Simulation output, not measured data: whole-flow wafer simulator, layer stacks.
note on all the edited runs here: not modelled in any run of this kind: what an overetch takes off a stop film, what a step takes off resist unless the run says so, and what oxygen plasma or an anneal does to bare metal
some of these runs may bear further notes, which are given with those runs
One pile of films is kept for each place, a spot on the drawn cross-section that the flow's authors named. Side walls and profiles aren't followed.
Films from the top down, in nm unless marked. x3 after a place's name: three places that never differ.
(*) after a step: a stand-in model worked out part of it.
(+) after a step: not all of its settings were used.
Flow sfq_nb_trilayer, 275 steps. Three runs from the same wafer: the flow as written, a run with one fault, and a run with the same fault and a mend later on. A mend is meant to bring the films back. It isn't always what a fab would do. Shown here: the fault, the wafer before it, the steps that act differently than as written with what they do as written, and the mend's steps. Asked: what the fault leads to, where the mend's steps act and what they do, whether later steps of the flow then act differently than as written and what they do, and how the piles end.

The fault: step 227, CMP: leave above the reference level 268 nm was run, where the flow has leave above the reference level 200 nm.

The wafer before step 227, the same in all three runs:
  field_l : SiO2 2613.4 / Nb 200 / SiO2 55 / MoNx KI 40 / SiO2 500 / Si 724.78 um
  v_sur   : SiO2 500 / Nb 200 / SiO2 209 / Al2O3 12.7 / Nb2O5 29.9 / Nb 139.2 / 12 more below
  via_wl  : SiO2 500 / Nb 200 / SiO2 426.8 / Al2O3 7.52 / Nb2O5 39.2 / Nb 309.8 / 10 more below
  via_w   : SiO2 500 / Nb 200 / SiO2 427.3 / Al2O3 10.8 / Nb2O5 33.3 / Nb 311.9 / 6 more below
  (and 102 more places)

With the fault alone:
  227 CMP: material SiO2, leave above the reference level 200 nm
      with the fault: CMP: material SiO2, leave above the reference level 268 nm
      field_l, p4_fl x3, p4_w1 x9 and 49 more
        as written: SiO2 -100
        with the fault: SiO2 -32
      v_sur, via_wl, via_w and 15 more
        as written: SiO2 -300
        with the fault: SiO2 -232
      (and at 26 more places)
  Later steps of the flow that act differently than as written (4 more steps differ only slightly, by at most 2% or 0.5 nm, whichever is larger, and aren't shown):
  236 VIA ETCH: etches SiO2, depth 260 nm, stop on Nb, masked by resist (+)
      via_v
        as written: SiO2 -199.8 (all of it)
        with the fault: SiO2 -260
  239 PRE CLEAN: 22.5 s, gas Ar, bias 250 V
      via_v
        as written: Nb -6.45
        with the fault: SiO2 -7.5
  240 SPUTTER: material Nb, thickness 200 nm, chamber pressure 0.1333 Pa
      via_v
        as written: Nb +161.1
        with the fault: Nb +146.9 (new film)
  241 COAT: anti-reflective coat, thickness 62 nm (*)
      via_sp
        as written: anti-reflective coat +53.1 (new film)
        with the fault: anti-reflective coat +50 (new film)
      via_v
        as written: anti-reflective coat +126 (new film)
        with the fault: anti-reflective coat +129.5 (new film)
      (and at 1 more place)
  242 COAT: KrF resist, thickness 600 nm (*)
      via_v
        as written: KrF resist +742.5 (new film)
        with the fault: KrF resist +801.5 (new film)
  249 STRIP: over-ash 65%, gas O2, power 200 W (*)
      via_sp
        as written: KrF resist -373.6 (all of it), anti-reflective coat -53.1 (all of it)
        with the fault: KrF resist -369.5 (all of it), anti-reflective coat -50 (all of it)
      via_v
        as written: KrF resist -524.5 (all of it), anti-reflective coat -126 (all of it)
        with the fault: KrF resist -583.4 (all of it), anti-reflective coat -129.5 (all of it)
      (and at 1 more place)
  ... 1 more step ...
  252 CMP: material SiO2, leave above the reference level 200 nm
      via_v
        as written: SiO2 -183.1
        with the fault: SiO2 -157.1
  At the end the piles differ from the flow's by more than 2% or 0.5 nm, whichever is larger, at field_l, v_sur, via_wl and 103 more.
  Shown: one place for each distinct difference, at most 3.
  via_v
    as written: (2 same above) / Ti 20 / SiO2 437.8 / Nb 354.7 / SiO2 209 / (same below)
    with the fault: (2 same above) / Ti 20 / SiO2 513.3 / Nb 146.9 / SiO2 0.34 / Nb 200 / SiO2 209 / (same below)
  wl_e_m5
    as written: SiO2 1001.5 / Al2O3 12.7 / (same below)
    with the fault: SiO2 1069.5 / Al2O3 12.7 / (same below)
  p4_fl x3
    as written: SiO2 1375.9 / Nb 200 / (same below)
    with the fault: SiO2 1443.9 / Nb 200 / (same below)

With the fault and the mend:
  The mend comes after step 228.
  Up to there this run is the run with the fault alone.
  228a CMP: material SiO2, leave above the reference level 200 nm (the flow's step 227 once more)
      field_l, v_sur, via_wl and 103 more
        SiO2 -68
  No later step of the flow acts differently than as written at any place that is followed.
  At the end the piles are the same as the flow's at every place that both follow.
